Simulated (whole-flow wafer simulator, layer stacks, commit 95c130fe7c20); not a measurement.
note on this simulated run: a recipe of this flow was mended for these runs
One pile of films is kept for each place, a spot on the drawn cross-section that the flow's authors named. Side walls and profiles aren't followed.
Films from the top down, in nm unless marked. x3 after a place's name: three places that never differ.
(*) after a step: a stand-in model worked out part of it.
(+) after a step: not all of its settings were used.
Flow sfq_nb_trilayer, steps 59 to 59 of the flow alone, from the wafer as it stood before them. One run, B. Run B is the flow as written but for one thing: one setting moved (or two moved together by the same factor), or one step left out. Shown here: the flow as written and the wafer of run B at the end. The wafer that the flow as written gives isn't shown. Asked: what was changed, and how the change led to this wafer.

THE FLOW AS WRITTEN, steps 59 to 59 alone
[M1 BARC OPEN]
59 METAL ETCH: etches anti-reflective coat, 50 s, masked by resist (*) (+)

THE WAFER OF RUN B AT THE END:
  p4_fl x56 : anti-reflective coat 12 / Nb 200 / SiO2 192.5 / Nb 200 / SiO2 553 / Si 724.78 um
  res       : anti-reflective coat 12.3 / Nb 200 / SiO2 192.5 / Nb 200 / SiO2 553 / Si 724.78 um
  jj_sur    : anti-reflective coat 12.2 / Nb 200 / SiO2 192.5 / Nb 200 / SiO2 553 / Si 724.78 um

The cause: step 59, METAL ETCH: 20 s was run, where the flow has 50 s.

How the change led to this, step by step:
  59 METAL ETCH: etches anti-reflective coat, 50 s, masked by resist (*) (+)
      p4_fl x56, l0r_line_l x3, m0r_space_l x2: anti-reflective coat -50 (as written it would be: anti-reflective coat -62 (all of it))
      res, r_end, moat and 7 more: anti-reflective coat -50 (as written it would be: anti-reflective coat -62.3 (all of it))
      (and at 35 more places)
